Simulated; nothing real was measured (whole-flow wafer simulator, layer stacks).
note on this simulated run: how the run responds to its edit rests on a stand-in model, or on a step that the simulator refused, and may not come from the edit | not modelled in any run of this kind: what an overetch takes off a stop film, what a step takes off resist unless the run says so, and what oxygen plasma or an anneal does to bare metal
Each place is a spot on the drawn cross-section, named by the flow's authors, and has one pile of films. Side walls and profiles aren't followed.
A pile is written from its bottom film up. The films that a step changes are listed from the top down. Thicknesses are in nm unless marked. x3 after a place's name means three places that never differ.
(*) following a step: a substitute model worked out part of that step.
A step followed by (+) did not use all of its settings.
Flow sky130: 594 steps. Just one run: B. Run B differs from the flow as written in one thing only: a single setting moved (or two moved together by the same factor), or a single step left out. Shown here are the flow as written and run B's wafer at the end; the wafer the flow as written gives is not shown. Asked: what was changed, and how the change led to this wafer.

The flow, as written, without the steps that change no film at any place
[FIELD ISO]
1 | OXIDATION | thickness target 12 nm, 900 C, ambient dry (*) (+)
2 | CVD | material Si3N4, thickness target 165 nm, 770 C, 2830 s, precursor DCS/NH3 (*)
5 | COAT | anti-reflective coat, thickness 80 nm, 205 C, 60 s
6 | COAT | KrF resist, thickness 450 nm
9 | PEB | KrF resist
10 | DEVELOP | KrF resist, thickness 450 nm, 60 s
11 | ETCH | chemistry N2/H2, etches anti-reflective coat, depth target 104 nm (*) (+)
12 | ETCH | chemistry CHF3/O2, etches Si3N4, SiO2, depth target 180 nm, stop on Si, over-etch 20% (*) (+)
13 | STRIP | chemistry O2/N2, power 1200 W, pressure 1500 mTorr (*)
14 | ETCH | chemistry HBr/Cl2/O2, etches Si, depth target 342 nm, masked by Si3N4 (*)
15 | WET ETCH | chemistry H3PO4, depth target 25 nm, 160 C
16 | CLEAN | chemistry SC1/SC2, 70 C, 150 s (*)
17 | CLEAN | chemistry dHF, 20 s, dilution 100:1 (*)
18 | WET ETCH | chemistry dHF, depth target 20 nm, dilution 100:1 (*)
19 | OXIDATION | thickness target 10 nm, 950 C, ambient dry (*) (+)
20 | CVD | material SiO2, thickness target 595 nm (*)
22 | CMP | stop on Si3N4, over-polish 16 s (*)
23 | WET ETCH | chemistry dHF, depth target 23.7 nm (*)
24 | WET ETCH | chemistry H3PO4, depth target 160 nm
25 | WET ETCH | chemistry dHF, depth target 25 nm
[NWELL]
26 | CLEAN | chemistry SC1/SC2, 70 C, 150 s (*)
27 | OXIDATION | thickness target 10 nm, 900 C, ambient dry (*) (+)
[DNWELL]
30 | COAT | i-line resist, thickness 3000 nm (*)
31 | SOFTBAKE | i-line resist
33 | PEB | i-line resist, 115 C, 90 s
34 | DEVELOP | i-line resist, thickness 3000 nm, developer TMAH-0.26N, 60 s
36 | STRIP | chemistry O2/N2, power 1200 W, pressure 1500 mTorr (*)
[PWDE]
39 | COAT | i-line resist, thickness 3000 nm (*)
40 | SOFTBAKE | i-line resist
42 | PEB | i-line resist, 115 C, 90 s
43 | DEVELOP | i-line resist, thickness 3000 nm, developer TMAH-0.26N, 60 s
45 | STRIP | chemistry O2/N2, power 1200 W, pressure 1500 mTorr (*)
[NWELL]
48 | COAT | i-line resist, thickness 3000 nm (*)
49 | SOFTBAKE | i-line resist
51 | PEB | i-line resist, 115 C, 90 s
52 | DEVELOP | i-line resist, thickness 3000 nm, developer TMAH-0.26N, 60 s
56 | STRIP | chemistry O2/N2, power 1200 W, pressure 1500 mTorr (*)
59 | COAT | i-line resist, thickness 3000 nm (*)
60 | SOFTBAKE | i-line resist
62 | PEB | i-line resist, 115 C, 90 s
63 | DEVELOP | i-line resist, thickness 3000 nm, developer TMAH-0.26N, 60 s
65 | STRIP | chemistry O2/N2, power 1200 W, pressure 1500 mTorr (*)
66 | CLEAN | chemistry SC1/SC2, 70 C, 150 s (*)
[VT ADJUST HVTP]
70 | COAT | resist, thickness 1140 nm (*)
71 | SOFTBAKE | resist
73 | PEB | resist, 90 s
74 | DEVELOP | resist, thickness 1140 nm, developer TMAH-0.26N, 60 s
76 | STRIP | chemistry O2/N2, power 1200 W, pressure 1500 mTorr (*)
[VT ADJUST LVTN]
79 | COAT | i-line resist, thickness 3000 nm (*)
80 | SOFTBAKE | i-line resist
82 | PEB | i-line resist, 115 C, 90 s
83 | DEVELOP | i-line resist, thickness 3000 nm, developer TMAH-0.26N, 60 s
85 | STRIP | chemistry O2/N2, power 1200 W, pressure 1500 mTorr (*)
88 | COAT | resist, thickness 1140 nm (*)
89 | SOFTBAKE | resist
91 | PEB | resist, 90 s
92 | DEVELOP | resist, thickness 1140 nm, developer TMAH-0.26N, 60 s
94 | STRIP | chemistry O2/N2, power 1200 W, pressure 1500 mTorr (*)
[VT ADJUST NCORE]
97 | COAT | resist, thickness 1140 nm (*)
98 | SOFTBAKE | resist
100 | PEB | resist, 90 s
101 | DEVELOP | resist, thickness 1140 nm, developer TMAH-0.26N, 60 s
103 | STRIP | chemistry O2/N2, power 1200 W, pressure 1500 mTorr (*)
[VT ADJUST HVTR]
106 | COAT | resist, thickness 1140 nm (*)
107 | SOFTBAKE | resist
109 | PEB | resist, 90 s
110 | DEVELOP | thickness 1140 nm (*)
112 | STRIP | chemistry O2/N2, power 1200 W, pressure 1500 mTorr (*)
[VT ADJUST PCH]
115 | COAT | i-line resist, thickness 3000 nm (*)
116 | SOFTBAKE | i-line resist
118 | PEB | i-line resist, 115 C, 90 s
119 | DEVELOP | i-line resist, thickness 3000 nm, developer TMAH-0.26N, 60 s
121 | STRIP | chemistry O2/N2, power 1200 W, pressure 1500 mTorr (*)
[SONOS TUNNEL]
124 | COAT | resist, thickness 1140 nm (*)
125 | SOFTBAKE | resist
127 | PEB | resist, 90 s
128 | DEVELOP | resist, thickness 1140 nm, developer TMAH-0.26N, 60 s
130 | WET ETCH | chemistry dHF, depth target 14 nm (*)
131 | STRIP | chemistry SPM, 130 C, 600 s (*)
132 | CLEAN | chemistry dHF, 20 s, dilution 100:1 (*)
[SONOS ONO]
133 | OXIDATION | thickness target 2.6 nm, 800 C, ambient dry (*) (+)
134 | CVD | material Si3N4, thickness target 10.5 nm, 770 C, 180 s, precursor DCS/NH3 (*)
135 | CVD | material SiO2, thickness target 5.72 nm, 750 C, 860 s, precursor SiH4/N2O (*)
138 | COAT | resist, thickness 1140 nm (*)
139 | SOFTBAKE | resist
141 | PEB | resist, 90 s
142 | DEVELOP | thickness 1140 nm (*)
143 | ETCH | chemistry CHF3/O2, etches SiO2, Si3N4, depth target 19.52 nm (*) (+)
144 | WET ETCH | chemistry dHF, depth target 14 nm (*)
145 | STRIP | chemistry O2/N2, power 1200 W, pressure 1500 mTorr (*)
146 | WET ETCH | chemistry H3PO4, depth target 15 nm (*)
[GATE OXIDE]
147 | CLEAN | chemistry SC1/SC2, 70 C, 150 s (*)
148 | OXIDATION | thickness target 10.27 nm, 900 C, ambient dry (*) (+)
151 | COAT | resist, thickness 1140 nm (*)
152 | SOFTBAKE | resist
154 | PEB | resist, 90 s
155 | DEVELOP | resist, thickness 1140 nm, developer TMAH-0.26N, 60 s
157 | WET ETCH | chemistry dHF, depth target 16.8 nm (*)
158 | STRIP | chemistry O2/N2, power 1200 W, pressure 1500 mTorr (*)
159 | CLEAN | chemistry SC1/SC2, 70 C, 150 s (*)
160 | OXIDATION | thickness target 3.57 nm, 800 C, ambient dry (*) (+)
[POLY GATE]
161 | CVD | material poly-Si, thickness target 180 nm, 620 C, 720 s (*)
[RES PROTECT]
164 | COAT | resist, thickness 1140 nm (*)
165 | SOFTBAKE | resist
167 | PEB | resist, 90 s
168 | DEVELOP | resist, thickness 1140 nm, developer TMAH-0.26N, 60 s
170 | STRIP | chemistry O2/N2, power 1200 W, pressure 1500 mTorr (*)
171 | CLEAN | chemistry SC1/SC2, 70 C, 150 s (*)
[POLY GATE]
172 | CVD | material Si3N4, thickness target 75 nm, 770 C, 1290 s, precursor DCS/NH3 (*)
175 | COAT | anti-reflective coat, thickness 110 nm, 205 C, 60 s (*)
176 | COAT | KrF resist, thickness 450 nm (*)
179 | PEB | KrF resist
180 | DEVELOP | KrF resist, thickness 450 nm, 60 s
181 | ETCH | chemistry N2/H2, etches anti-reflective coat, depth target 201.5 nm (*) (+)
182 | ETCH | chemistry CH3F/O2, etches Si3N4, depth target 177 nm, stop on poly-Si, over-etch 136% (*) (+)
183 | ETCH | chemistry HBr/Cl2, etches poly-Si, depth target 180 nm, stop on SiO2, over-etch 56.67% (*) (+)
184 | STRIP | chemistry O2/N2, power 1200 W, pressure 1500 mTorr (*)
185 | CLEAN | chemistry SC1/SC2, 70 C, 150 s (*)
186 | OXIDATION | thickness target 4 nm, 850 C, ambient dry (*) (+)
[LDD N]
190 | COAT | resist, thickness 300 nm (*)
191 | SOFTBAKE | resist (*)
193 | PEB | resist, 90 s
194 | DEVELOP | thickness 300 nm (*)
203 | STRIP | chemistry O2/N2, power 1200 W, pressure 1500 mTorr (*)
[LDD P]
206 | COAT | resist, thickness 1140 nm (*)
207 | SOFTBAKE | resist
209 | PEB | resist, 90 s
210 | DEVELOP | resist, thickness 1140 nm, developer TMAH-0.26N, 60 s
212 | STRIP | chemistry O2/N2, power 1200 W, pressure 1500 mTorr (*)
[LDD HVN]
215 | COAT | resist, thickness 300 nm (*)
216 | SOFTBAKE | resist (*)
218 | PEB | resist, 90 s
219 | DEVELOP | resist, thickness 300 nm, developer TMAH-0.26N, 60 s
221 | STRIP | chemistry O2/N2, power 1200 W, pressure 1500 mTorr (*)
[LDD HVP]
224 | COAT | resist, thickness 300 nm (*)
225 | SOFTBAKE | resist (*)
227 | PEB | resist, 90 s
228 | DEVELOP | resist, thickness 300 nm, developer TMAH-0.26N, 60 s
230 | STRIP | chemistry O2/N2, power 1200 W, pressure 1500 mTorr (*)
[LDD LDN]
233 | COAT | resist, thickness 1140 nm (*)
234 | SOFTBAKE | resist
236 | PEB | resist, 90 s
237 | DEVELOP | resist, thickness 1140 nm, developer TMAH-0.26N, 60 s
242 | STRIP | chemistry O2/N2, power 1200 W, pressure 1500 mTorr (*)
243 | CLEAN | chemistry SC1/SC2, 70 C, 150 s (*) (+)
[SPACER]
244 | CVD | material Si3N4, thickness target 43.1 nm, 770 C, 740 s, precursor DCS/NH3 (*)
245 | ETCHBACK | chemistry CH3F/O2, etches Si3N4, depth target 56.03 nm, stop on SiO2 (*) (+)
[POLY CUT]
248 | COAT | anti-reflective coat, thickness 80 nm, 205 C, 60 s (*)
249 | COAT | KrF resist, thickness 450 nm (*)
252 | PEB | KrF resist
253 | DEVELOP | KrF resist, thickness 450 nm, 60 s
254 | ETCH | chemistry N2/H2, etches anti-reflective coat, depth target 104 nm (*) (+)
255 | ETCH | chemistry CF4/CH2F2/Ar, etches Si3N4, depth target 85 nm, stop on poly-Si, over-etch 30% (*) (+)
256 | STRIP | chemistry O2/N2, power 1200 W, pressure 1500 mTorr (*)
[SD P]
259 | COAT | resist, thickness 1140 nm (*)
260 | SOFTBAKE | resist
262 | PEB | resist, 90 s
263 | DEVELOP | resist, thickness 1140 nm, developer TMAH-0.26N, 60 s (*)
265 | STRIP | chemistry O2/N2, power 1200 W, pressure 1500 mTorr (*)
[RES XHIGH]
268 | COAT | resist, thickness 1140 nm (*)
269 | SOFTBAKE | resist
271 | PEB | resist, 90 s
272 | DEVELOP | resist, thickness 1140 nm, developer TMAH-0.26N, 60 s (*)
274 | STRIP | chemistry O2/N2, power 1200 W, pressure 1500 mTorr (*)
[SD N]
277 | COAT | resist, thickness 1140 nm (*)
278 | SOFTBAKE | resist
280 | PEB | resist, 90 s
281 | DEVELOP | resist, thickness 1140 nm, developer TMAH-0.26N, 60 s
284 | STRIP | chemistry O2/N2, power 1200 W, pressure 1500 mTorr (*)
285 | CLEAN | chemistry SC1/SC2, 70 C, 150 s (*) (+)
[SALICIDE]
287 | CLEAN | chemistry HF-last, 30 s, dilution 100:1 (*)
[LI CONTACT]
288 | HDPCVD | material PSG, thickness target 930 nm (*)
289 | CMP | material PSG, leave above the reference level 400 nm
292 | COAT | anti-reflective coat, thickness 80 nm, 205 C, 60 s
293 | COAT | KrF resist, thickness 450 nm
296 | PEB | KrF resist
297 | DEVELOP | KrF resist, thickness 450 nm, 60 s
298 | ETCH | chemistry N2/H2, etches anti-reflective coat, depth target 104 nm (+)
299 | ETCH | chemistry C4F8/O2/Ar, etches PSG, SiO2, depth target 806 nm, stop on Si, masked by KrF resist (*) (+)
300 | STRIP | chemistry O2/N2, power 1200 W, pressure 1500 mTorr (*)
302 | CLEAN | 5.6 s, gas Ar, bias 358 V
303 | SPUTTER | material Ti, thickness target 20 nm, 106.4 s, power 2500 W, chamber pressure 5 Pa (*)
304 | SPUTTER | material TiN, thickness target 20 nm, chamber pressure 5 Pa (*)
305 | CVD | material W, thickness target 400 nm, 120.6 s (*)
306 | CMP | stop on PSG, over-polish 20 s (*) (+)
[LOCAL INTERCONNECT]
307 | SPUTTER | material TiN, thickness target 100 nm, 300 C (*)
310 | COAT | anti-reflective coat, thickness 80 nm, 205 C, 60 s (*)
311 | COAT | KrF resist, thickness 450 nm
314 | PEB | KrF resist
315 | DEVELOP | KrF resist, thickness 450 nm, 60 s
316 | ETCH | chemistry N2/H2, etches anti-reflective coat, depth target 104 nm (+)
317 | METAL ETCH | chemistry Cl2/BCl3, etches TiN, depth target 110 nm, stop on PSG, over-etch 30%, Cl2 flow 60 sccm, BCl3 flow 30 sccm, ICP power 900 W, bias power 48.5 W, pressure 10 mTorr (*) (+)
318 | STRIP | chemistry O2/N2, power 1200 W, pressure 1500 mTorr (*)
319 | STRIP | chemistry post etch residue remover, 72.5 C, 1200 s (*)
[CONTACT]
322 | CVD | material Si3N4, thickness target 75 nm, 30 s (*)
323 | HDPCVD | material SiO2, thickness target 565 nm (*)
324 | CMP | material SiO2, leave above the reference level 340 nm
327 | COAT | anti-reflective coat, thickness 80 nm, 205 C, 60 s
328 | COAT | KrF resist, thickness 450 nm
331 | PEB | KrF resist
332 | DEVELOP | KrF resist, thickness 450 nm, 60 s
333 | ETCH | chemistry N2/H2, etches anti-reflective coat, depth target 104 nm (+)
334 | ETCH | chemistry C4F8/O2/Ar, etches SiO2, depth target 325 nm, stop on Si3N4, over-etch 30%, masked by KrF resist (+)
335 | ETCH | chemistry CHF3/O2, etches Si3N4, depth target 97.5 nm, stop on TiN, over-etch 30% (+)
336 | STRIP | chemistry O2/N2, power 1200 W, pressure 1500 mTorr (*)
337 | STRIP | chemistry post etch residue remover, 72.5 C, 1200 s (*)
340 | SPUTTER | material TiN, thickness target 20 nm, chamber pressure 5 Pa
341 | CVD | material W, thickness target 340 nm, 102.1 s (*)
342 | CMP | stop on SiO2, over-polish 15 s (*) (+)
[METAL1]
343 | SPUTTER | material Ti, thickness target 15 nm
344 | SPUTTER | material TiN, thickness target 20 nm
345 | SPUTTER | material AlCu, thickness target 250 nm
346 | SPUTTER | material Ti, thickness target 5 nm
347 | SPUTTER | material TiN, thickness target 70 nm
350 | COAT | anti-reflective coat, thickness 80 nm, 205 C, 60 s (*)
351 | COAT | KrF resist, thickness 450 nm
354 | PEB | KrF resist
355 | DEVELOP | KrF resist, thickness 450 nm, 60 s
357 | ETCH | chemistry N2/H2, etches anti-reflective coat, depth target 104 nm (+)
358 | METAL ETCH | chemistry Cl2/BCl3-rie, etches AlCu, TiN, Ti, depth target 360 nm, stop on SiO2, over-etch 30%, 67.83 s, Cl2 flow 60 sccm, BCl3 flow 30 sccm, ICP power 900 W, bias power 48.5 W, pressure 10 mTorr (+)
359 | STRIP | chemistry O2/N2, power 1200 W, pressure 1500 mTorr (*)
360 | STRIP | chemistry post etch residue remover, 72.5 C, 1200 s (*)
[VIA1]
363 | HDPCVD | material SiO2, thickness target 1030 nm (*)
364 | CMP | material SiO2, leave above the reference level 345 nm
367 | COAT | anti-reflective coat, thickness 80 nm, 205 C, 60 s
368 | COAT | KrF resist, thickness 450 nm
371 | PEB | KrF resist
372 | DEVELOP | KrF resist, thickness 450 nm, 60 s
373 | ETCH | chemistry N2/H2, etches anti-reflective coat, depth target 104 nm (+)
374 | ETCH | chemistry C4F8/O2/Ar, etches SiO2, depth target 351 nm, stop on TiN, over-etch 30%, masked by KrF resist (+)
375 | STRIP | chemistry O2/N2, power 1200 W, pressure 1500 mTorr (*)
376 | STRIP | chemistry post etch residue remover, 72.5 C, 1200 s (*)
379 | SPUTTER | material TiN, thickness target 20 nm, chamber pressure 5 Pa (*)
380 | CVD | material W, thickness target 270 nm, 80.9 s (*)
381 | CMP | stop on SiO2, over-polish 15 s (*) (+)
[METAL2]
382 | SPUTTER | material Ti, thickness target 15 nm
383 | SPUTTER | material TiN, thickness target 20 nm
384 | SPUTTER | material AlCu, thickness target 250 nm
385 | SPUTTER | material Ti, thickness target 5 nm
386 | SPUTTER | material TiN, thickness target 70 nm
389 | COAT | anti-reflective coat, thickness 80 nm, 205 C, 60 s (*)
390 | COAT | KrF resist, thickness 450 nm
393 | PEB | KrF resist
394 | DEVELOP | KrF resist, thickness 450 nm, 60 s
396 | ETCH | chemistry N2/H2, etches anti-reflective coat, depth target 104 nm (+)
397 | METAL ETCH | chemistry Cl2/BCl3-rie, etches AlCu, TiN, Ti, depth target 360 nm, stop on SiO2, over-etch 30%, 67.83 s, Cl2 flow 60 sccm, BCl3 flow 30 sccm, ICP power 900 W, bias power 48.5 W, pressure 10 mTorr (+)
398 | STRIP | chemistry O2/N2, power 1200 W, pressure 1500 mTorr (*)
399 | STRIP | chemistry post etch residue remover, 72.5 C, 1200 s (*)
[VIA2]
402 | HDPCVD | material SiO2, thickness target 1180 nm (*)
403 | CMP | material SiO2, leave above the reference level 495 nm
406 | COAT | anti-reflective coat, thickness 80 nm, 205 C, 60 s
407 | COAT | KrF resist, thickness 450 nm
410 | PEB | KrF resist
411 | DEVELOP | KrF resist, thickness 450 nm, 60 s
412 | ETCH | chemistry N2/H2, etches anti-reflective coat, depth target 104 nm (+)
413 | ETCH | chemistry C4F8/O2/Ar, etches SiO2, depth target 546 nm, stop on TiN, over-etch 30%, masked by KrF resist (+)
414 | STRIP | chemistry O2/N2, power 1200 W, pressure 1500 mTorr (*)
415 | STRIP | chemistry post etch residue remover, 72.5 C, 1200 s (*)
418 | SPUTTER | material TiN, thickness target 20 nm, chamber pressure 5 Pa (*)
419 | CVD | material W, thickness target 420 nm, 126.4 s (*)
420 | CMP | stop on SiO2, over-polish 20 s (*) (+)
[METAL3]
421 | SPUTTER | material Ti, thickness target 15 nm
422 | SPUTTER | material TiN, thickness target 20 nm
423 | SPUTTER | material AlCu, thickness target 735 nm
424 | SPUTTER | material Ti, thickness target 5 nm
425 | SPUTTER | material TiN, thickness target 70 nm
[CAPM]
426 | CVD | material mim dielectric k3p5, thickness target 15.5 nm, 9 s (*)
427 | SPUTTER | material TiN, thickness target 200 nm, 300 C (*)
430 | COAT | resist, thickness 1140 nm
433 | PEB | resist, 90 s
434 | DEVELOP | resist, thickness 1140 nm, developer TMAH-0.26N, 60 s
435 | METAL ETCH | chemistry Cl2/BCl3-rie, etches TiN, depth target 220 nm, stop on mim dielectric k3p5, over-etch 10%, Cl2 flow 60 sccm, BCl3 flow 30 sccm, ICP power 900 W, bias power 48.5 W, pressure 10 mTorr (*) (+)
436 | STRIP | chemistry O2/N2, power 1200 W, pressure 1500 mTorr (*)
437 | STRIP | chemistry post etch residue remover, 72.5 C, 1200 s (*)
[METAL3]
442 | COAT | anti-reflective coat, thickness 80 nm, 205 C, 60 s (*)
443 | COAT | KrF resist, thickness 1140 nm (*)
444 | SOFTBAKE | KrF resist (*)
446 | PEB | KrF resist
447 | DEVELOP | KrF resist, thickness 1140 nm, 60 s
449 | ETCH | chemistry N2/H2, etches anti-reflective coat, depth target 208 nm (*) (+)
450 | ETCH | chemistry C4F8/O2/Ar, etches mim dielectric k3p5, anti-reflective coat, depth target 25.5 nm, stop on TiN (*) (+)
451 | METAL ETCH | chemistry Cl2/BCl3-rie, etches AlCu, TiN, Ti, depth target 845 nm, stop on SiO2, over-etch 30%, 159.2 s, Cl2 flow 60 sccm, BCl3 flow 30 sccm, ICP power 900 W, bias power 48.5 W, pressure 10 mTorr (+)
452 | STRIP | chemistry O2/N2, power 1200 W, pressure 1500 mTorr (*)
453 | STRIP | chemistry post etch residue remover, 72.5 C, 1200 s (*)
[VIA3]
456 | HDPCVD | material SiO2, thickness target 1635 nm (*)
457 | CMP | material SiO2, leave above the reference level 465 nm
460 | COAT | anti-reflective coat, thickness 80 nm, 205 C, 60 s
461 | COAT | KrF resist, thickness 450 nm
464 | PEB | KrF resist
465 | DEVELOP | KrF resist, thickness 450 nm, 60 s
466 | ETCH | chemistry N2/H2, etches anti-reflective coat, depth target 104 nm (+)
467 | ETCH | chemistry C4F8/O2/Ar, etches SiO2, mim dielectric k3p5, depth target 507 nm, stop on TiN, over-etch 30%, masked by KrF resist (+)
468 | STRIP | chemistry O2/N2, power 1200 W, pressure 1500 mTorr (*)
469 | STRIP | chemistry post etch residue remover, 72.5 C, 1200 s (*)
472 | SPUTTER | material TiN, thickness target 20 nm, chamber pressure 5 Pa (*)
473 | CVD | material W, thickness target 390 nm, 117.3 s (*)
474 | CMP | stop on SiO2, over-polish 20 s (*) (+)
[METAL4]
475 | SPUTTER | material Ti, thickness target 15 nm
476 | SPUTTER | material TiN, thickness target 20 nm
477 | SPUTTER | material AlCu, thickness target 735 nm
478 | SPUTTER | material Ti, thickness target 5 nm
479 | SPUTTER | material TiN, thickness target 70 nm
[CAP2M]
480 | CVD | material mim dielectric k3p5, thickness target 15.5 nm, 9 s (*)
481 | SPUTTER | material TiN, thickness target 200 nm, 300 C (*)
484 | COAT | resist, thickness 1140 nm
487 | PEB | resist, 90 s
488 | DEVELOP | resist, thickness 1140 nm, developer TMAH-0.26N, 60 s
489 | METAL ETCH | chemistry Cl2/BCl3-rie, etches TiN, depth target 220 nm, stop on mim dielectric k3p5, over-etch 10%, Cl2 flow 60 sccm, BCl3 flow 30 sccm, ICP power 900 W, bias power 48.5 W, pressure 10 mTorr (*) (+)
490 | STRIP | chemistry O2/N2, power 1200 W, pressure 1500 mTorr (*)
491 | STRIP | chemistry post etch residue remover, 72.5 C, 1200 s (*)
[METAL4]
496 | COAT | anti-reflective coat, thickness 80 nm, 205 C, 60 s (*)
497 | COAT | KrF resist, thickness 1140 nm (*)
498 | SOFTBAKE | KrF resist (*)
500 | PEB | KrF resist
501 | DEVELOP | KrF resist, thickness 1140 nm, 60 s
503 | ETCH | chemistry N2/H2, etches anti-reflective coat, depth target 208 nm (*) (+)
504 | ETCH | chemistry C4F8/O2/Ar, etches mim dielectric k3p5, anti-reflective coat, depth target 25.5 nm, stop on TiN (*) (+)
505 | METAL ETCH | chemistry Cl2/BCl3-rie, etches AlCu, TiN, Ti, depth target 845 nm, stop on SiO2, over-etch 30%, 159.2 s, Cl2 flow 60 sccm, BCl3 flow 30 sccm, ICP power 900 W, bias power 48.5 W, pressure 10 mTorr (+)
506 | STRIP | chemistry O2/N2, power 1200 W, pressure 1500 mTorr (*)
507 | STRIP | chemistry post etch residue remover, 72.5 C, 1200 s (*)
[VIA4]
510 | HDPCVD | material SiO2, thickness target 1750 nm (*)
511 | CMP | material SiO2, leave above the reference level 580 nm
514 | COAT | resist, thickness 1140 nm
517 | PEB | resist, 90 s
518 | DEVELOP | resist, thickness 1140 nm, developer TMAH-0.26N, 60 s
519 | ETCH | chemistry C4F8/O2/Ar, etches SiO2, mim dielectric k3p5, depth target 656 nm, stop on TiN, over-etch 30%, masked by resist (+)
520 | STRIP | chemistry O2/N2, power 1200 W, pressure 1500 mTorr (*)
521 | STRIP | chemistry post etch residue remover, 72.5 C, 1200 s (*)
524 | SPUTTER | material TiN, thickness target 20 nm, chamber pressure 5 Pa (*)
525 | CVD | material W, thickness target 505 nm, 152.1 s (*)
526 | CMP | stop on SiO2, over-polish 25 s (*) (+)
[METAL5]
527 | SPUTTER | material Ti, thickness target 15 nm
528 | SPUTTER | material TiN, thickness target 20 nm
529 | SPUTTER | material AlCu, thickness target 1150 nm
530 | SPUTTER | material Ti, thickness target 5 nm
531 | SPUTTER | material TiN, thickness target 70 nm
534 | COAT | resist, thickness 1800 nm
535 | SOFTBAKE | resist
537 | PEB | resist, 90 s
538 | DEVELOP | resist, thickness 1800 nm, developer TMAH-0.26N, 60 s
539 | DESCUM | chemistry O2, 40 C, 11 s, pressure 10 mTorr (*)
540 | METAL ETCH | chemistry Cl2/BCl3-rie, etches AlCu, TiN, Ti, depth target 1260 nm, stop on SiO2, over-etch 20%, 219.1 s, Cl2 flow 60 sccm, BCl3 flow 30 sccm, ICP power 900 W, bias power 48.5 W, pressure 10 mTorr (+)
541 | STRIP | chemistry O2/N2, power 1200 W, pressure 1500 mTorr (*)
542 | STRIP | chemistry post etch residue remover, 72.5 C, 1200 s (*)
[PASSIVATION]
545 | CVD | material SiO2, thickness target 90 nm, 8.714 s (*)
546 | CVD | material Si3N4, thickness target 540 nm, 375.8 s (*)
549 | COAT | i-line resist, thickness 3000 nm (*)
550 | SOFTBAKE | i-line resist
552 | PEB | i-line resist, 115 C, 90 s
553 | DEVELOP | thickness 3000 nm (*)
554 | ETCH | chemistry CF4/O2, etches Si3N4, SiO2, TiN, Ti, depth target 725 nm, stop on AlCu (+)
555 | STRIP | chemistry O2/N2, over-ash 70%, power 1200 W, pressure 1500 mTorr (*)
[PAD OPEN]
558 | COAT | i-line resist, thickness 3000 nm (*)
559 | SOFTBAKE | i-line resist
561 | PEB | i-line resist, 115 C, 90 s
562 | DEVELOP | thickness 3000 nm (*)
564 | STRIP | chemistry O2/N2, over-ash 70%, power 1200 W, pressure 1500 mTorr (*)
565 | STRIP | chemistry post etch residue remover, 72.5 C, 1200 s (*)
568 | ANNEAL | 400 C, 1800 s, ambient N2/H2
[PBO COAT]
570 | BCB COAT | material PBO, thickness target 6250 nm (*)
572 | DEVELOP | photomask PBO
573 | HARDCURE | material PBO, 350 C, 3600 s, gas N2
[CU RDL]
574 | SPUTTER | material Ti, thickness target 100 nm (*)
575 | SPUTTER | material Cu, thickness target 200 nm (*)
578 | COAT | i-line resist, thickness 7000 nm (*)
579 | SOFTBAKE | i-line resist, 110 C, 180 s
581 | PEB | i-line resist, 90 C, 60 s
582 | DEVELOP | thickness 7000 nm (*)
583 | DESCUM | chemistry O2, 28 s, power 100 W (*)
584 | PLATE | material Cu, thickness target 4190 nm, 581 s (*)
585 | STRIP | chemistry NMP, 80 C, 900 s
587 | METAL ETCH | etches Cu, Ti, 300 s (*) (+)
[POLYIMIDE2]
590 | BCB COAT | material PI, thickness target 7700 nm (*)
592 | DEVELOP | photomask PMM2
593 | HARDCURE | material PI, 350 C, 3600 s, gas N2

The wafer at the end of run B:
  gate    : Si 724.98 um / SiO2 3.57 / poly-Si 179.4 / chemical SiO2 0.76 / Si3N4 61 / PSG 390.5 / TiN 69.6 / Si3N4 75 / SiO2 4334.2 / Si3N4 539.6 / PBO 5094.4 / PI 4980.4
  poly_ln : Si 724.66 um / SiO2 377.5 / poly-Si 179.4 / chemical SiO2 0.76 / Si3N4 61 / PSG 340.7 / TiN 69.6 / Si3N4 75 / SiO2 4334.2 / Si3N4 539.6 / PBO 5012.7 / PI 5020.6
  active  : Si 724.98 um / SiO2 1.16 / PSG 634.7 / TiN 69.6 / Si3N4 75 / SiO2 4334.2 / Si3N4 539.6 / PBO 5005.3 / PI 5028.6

The reason: step 316, ETCH: chemistry N2/H2, etches anti-reflective coat, depth target 104 nm (+), was not run.

How this came from the change, step by step:
  317 | METAL ETCH | chemistry Cl2/BCl3, etches TiN, depth target 110 nm, stop on PSG, over-etch 30%, Cl2 flow 60 sccm, BCl3 flow 30 sccm, ICP power 900 W, bias power 48.5 W, pressure 10 mTorr (*) (+)
      field, active, gate and 88 more: -80 anti-reflective coat (all of it), -30 TiN (as written it would have been: -98.7 TiN (all of it))
  318 | STRIP | chemistry O2/N2, power 1200 W, pressure 1500 mTorr (*)
      n_well, p_well, gate_hv and 93 more: -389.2 KrF resist (all of it), -80 anti-reflective coat (all of it) (as written it would have been: -331.4 KrF resist (all of it), -80 anti-reflective coat (all of it))
      poly_licon, rpo_hd_licon: -389.3 KrF resist (all of it), -80.4 anti-reflective coat (all of it) (as written it would have been: -331.5 KrF resist (all of it), -80.4 anti-reflective coat (all of it))
      (also at 2 further places)
  324 | CMP | material SiO2, leave above the reference level 340 nm
      field, active, gate and 88 more: -270 SiO2 (as written it would have been: -200.4 SiO2)
Taking metal films that touch as one body, gate has 1 body; the flow as written gives 0 bodies.
Taking metal films that touch as one body, poly_ln has 1 body; the flow as written gives 0 bodies.
Taking metal films that touch as one body, active has 1 body; the flow as written gives 0 bodies.
